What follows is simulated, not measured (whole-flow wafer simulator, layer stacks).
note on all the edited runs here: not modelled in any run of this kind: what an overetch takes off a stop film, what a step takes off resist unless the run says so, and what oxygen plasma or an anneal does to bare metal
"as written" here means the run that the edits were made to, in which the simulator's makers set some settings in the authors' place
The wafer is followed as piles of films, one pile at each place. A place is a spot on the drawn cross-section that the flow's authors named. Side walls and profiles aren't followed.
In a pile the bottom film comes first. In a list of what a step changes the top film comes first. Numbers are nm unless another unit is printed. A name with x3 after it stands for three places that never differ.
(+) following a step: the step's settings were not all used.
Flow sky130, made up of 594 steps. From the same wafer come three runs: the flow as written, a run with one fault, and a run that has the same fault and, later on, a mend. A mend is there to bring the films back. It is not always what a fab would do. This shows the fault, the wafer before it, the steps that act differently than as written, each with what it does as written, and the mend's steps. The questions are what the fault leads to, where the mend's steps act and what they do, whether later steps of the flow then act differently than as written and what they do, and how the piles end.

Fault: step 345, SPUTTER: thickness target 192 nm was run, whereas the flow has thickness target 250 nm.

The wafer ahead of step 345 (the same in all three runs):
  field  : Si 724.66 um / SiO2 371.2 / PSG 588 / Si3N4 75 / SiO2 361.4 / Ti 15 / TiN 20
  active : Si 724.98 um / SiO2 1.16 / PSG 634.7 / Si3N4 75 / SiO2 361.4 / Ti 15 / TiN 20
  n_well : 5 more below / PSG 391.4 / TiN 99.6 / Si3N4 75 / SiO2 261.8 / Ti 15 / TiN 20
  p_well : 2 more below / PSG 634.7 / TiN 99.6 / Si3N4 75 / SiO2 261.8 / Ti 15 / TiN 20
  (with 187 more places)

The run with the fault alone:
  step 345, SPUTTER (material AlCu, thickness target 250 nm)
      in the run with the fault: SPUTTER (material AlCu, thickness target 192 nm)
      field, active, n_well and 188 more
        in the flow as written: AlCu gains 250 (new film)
        in the run with the fault: AlCu gains 192 (new film)
  Later steps of the flow acting differently than as written (not shown: 3 more steps that differ only slightly, by at most 2% or 0.5 nm, whichever is larger):
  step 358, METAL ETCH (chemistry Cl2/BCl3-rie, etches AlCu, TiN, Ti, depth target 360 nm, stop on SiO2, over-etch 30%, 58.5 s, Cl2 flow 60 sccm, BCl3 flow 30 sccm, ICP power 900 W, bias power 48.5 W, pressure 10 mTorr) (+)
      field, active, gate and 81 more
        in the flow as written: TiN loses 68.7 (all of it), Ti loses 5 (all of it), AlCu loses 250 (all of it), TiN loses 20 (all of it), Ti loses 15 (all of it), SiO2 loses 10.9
        in the run with the fault: TiN loses 68.7 (all of it), Ti loses 5 (all of it), AlCu loses 192 (all of it), TiN loses 20 (all of it), Ti loses 15 (all of it), SiO2 loses 16.7
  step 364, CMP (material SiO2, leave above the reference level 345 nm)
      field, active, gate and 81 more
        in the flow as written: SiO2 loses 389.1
        in the run with the fault: SiO2 loses 441.3
  At n_well, p_well, gate_hv and 116 more, the piles at the end differ from the flow's by more than 2% or 0.5 nm, whichever is larger.
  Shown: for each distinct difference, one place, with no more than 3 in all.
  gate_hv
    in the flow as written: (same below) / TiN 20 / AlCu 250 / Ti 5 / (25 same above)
    in the run with the fault: (same below) / TiN 20 / AlCu 192 / Ti 5 / (25 same above)
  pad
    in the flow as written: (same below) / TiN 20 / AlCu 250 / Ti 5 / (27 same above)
    in the run with the fault: (same below) / TiN 20 / AlCu 192 / Ti 5 / (27 same above)
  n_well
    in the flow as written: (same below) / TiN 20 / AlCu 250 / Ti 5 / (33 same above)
    in the run with the fault: (same below) / TiN 20 / AlCu 192 / Ti 5 / (33 same above)

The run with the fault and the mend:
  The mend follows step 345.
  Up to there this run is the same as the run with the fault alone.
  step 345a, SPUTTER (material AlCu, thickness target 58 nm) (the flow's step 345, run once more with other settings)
      field, active, n_well and 188 more
        AlCu gains 58
  None of the later steps of the flow acts differently than as written at any place that is followed.
  The piles end the same as the flow's at every place that both follow.
